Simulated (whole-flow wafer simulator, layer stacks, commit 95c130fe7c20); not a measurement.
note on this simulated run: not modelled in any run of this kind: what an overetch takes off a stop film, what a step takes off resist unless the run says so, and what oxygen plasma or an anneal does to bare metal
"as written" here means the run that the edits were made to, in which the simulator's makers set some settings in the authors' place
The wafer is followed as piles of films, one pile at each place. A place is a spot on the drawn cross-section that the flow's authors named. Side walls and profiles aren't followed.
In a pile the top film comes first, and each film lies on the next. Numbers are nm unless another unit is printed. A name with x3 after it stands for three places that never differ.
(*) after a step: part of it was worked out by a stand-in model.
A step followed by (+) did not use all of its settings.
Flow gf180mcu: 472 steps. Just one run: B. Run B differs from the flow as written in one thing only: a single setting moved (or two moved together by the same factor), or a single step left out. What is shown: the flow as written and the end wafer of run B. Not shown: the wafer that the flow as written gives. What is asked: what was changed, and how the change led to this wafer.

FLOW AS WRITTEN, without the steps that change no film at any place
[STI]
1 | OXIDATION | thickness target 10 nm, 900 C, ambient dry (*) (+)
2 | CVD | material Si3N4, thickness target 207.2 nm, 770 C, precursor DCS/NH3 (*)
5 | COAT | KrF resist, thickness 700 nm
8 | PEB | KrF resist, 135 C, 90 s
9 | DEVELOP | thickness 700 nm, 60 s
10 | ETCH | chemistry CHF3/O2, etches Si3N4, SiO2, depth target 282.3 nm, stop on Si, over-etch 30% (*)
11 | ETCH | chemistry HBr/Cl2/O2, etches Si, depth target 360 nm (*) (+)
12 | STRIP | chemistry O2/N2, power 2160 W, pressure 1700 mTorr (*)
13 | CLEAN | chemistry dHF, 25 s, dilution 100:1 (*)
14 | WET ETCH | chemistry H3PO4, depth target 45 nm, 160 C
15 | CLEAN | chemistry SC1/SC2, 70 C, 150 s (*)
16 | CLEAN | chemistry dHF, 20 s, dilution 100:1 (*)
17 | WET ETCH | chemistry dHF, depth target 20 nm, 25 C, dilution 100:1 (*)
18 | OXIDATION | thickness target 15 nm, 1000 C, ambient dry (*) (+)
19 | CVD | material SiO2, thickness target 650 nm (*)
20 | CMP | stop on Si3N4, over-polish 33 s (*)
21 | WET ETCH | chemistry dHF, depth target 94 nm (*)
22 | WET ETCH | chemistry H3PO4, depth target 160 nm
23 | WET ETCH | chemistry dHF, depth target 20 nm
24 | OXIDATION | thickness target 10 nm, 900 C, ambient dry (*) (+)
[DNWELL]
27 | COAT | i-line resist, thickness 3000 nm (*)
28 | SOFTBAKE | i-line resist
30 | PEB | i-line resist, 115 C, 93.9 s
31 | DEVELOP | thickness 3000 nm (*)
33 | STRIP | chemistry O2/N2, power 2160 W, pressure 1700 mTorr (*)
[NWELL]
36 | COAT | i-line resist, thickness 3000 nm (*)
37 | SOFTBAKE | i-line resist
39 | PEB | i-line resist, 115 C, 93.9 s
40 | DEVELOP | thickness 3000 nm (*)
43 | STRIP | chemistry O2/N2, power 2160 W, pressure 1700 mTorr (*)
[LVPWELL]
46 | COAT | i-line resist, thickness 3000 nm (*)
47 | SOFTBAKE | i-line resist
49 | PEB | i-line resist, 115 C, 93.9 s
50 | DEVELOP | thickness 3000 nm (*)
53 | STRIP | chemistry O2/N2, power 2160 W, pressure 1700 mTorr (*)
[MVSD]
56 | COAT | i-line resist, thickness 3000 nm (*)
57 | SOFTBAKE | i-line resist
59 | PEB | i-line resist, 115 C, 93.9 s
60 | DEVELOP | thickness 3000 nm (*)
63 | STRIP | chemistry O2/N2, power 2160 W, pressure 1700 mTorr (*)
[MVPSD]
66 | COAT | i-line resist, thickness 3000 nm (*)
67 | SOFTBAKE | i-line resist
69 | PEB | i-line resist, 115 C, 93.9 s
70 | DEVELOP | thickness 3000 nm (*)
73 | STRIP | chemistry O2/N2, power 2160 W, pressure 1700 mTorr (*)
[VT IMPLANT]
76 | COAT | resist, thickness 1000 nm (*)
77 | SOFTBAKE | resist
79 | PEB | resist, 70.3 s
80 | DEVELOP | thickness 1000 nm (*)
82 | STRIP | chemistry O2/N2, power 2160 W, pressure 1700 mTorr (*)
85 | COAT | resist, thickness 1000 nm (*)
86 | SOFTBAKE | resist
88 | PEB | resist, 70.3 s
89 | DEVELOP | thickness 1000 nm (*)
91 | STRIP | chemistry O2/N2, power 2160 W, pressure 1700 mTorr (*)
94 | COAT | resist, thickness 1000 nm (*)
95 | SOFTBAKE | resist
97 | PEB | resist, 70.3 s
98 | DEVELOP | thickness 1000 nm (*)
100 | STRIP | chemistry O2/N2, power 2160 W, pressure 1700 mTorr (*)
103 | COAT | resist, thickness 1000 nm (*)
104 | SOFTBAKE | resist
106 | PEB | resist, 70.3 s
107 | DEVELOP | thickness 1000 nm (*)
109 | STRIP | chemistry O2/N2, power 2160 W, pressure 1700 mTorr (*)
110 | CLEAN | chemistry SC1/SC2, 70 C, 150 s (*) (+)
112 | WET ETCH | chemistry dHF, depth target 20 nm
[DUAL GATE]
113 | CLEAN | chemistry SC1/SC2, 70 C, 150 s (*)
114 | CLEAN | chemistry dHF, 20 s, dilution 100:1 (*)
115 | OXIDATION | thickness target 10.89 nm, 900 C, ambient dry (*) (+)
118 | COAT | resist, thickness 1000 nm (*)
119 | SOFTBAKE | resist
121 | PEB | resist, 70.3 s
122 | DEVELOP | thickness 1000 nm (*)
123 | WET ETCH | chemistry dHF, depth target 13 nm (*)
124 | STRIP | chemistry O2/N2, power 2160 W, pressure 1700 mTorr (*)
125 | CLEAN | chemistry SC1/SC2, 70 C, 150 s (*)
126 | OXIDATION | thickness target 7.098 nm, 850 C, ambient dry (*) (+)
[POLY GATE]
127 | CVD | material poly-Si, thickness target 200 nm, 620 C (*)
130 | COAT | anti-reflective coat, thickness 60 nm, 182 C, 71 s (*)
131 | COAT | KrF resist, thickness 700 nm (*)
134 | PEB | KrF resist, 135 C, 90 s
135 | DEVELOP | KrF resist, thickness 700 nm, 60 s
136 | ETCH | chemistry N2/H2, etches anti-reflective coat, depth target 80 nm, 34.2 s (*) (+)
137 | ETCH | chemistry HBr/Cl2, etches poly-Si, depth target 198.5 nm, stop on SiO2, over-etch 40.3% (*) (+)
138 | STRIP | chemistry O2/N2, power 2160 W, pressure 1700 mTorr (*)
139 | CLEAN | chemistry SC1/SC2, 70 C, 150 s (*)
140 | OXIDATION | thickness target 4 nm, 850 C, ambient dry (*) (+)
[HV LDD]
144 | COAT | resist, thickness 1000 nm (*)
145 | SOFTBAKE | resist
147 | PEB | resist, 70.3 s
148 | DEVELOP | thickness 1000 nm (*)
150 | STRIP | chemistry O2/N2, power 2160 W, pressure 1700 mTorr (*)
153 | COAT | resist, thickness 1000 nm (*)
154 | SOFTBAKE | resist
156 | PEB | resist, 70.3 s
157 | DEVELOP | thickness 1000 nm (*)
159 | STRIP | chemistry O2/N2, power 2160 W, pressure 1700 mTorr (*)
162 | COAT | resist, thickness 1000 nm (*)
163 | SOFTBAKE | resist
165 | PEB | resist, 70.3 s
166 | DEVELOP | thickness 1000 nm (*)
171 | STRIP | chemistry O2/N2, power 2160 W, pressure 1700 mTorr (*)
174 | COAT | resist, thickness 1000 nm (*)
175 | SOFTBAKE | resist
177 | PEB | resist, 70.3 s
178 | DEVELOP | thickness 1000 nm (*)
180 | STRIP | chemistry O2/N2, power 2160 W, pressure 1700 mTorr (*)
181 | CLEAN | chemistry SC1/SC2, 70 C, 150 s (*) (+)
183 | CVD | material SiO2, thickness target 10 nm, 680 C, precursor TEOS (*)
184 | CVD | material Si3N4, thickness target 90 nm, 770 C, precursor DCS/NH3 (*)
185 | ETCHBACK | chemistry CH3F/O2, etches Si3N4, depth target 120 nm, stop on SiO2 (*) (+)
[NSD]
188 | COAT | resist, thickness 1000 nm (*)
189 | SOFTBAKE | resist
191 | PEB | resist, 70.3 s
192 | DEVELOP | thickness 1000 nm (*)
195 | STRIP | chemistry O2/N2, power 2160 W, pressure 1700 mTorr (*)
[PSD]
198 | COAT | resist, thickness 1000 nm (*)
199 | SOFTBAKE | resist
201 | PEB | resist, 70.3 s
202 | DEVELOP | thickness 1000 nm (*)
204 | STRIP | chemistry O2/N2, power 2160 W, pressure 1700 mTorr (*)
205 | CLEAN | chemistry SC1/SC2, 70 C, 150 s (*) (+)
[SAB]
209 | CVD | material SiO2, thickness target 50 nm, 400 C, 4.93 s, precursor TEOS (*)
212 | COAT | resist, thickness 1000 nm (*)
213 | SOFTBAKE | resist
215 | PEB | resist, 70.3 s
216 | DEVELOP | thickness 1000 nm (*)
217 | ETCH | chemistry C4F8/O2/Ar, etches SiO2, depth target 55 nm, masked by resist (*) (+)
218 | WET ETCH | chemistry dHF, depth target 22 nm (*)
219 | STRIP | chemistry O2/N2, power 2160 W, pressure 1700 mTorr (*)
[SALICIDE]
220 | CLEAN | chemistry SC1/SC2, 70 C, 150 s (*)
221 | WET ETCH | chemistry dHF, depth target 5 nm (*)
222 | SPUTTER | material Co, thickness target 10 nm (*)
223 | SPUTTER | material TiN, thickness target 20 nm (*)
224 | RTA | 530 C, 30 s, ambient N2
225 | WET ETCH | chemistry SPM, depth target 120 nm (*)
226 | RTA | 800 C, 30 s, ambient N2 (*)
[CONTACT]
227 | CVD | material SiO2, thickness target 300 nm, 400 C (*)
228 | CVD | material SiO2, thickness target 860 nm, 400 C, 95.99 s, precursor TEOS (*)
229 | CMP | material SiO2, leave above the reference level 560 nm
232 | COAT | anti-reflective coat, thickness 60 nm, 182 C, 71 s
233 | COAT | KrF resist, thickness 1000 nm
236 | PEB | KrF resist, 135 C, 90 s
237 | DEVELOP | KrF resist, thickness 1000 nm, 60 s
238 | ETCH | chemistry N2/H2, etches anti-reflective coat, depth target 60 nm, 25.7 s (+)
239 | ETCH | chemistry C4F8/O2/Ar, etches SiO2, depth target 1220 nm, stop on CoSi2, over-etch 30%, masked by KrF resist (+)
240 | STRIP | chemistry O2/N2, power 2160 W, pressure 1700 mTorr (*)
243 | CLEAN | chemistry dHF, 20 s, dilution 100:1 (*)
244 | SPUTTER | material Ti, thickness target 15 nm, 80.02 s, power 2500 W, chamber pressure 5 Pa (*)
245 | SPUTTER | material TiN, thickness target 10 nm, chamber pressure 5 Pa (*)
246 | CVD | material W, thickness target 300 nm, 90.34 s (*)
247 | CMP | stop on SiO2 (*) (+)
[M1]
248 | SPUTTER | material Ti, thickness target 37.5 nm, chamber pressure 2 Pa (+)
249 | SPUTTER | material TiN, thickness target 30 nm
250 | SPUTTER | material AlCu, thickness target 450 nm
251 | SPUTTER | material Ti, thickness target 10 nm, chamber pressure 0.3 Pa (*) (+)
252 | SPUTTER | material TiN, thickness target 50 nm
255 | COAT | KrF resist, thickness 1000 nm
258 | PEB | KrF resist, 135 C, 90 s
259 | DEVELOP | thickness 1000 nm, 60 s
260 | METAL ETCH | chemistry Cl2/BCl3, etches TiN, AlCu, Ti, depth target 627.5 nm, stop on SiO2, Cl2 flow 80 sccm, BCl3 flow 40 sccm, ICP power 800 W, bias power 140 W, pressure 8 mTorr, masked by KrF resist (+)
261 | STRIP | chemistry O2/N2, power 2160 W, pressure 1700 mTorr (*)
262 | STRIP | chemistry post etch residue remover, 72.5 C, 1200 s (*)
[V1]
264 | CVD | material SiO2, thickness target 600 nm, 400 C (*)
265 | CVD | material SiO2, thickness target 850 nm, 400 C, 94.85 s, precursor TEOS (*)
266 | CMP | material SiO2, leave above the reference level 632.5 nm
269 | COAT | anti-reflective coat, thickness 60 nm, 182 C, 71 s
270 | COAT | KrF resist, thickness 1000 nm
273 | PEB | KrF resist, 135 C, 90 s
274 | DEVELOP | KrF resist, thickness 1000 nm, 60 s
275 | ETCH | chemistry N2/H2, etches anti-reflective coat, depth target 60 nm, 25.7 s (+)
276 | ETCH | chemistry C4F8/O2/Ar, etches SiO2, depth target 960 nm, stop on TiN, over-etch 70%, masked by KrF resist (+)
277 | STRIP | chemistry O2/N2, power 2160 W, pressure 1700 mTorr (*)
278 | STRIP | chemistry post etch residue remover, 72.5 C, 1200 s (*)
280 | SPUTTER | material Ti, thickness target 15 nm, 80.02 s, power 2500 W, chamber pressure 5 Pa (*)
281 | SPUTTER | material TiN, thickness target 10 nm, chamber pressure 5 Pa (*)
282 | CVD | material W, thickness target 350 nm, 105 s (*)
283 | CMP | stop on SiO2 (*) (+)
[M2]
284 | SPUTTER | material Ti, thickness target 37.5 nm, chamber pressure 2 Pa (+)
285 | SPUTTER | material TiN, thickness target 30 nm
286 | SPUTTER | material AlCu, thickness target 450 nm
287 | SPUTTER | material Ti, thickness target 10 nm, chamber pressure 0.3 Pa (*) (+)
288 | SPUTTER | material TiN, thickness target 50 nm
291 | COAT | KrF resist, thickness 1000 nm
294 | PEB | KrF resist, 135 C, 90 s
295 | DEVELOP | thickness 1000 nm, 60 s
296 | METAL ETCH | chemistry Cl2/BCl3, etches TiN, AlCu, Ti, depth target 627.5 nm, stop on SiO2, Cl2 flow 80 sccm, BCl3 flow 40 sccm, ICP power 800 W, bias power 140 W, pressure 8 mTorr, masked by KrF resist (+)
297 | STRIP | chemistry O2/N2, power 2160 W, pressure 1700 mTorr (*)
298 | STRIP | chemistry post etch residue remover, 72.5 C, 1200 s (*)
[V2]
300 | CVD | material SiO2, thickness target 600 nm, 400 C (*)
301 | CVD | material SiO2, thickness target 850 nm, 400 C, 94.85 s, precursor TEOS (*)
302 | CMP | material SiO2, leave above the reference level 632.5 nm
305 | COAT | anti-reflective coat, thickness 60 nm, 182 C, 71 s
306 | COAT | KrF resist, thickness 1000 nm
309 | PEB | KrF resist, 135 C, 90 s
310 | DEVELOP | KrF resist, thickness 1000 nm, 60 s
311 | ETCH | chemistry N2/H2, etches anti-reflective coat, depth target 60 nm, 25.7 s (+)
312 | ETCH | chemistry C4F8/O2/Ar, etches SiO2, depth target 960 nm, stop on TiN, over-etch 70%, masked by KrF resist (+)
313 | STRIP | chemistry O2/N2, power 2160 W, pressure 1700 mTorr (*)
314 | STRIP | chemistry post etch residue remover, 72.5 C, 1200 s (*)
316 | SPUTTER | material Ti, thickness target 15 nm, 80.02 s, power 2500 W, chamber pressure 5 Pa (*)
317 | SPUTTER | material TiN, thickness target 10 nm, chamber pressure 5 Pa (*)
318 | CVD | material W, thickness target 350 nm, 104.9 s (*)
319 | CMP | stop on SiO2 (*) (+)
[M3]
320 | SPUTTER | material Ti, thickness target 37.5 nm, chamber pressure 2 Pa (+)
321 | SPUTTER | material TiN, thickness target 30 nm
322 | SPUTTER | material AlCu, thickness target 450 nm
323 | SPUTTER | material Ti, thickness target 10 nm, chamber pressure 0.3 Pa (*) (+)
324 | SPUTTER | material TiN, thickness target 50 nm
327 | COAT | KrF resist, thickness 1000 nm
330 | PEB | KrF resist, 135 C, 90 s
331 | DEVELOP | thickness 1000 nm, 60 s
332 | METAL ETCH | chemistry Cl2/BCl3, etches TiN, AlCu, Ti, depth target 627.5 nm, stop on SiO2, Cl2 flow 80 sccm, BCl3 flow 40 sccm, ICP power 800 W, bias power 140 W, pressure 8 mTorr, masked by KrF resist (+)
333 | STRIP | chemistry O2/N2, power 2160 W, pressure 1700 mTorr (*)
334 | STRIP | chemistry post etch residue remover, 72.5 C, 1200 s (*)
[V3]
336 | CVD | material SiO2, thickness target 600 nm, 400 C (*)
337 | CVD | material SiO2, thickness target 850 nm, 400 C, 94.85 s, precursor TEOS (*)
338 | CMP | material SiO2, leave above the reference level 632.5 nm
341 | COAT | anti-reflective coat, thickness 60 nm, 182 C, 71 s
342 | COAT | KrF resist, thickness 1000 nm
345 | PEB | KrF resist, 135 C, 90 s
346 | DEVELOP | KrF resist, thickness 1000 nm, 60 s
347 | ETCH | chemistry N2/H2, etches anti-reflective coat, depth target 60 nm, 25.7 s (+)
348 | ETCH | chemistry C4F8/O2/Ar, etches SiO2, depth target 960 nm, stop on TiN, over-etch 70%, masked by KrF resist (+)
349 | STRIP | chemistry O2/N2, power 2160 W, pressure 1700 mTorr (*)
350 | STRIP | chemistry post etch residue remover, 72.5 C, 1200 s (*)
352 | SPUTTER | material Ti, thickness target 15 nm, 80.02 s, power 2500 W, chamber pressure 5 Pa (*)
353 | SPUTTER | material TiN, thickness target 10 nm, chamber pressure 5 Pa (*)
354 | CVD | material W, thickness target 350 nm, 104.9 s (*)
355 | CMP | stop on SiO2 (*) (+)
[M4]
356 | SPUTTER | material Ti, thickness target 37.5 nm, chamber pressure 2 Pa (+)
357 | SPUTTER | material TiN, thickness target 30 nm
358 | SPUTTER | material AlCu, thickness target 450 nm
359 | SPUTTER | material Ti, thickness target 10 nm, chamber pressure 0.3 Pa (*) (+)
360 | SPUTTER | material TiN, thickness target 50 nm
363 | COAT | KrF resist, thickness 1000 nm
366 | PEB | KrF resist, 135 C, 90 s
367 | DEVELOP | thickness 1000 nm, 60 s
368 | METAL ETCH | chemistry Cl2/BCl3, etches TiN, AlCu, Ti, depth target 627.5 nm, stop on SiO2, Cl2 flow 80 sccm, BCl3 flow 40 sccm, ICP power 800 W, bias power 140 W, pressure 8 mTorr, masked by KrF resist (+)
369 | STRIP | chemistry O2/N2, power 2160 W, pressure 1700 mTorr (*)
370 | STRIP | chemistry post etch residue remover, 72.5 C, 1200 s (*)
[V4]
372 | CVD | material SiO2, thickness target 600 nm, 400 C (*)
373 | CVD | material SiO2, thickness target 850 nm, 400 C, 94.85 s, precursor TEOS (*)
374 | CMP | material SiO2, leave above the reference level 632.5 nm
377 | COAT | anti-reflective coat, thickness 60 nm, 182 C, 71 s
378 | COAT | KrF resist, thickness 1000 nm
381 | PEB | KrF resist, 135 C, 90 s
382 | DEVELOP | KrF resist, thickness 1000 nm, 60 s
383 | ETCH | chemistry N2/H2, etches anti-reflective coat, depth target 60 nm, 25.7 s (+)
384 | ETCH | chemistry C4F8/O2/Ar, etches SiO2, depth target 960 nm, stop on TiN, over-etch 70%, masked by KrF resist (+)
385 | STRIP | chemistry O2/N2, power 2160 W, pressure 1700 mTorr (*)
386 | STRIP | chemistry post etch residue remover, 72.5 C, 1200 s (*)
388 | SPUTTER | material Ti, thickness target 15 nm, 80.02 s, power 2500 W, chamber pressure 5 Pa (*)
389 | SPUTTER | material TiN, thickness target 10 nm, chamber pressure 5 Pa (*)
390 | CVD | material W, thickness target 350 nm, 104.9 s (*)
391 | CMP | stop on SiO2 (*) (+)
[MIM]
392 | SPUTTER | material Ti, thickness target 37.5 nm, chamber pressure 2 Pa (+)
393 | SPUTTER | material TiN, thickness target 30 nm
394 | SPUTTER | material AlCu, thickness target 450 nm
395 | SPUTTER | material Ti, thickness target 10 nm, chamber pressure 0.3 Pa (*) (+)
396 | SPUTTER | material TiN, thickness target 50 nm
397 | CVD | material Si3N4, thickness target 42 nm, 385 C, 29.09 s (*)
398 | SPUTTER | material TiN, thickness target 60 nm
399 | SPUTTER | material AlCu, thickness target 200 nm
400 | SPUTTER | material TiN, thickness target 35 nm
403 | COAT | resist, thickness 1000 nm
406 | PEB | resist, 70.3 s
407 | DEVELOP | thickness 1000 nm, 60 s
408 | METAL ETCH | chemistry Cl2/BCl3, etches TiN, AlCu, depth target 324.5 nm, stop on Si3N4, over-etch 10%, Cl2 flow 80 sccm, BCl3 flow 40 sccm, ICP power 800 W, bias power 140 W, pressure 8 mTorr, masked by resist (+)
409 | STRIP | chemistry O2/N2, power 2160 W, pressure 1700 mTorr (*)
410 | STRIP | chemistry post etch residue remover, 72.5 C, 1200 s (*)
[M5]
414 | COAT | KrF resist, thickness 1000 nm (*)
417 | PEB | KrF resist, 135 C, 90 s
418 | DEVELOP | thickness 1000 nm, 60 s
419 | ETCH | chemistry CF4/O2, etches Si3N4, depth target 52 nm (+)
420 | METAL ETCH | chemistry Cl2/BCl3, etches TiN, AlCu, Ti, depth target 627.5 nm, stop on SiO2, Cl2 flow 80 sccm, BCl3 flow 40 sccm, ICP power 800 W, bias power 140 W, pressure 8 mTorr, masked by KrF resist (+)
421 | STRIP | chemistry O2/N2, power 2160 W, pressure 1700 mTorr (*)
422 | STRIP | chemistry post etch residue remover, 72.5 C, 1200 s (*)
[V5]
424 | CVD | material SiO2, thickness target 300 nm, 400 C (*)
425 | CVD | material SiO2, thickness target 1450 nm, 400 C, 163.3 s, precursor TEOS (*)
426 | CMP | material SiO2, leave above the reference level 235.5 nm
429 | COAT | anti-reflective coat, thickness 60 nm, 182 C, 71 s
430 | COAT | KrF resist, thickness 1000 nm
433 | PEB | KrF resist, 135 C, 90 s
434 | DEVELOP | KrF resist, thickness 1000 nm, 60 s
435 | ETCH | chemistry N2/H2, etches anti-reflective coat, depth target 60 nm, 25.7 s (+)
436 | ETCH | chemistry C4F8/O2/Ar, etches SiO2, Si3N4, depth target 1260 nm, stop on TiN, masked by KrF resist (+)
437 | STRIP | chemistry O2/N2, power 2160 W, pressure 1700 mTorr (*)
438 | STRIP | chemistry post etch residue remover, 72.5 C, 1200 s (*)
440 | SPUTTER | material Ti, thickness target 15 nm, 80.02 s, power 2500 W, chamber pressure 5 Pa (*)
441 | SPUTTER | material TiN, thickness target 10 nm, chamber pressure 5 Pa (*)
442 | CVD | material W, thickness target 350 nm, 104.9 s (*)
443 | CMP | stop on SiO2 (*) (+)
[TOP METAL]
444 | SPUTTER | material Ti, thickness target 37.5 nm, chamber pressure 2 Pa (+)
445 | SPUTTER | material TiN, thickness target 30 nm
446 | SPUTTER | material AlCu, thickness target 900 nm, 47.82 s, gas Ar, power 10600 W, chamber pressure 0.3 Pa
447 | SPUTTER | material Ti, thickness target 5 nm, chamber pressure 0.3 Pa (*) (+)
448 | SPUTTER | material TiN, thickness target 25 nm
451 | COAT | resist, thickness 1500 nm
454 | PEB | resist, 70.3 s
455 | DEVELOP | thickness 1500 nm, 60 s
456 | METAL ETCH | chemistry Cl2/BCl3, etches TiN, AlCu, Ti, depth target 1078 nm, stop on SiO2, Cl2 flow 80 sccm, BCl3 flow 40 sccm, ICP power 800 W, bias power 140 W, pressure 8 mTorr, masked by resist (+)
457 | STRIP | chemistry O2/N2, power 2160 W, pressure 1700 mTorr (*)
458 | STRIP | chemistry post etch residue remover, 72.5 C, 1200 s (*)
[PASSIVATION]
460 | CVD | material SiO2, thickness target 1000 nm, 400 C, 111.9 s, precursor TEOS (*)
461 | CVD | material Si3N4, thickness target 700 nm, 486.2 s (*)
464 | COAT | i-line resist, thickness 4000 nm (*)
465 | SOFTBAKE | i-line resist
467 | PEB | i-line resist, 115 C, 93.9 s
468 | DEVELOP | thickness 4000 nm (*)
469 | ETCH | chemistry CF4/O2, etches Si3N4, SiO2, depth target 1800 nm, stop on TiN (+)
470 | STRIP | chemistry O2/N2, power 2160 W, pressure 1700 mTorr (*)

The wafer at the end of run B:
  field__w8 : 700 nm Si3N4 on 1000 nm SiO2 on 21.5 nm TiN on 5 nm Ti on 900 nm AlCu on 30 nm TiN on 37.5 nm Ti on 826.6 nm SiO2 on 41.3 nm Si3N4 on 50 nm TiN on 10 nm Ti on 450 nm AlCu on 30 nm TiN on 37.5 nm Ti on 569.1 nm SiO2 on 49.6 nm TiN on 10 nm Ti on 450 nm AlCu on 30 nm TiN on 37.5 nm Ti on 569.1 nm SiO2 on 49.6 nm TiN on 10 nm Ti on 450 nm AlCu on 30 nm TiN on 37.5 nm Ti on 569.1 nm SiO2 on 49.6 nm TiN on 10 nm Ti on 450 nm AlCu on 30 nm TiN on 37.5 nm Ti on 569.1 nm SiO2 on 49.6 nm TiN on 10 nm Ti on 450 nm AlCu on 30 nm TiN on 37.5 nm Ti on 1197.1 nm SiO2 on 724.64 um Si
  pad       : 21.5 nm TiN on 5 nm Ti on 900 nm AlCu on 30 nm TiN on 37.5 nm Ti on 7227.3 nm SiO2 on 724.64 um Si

What caused this: step 448, SPUTTER: thickness target 21.9 nm was run, though the flow has thickness target 25 nm.

Step by step, how the change led to this:
  448 | SPUTTER | material TiN, thickness target 25 nm
      field, field__w1, field__w2 and 109 more: +21.9 TiN (new film) (in the flow as written it would be: +25 TiN (new film))
  456 | METAL ETCH | chemistry Cl2/BCl3, etches TiN, AlCu, Ti, depth target 1078 nm, stop on SiO2, Cl2 flow 80 sccm, BCl3 flow 40 sccm, ICP power 800 W, bias power 140 W, pressure 8 mTorr, masked by resist (+)
      field, field__w1, field__w2 and 103 more: -21.9 TiN (all of it), -5 Ti (all of it), -900 AlCu (all of it), -30 TiN (all of it), -37.5 Ti (all of it) (in the flow as written it would be: -25 TiN (all of it), -5 Ti (all of it), -900 AlCu (all of it), -30 TiN (all of it), -37.5 Ti (all of it))
